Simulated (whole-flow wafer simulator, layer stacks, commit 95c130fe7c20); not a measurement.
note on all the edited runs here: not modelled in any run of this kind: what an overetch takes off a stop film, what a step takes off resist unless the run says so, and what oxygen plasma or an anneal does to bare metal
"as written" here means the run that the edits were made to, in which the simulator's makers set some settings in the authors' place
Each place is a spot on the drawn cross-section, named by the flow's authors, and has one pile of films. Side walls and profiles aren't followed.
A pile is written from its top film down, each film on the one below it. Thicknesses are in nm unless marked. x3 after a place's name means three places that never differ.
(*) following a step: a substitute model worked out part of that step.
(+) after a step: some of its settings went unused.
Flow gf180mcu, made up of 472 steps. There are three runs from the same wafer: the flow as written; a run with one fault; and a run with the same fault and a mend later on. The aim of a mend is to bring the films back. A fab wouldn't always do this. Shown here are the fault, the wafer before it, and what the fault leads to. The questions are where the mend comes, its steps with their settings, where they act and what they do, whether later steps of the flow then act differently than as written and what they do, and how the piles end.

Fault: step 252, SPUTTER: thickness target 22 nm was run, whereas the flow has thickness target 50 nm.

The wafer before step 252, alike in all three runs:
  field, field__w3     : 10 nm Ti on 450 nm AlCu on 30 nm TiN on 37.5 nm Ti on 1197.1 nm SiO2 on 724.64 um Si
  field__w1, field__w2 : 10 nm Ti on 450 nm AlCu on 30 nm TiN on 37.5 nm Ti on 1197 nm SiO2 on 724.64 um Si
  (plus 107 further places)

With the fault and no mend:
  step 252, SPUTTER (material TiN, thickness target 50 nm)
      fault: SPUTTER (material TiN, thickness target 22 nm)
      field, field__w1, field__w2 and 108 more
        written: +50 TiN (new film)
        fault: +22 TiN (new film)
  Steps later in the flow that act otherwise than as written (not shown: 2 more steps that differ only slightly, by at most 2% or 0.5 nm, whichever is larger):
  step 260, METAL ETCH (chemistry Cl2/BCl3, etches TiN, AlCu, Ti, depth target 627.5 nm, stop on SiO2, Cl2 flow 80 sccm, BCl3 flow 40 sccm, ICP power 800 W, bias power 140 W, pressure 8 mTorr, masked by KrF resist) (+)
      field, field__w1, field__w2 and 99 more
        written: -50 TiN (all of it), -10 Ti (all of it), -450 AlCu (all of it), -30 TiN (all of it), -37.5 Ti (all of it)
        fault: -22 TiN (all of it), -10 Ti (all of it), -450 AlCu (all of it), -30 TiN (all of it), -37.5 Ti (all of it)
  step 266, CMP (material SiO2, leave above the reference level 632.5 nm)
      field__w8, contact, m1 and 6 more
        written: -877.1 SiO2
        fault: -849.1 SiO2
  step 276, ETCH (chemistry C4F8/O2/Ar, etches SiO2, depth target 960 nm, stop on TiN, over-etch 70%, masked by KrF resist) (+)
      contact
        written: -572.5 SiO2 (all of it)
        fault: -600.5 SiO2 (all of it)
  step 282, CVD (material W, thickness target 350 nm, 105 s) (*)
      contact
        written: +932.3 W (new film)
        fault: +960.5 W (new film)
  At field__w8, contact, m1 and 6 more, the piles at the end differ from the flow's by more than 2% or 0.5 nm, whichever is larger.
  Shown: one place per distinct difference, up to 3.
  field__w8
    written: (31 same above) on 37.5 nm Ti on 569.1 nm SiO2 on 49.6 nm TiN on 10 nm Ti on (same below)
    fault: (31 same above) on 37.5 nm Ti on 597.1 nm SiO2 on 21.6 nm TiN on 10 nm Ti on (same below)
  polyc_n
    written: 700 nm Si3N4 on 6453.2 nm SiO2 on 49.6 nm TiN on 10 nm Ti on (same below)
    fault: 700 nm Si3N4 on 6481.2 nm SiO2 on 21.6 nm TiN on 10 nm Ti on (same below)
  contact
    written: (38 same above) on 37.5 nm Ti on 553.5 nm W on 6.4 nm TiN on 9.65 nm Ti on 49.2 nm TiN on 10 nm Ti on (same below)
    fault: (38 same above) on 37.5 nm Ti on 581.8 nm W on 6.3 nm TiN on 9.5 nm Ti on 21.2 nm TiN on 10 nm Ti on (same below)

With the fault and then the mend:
  After step 252 comes the mend.
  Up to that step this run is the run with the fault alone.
  step 252a, SPUTTER (material TiN, thickness target 28 nm) (the flow's step 252 again, with other settings)
      field, field__w1, field__w2 and 108 more
        +28 TiN
  Every later step of the flow that is run acts as written at every place that is followed.
  At every place that both follow, the piles at the end match the flow's.
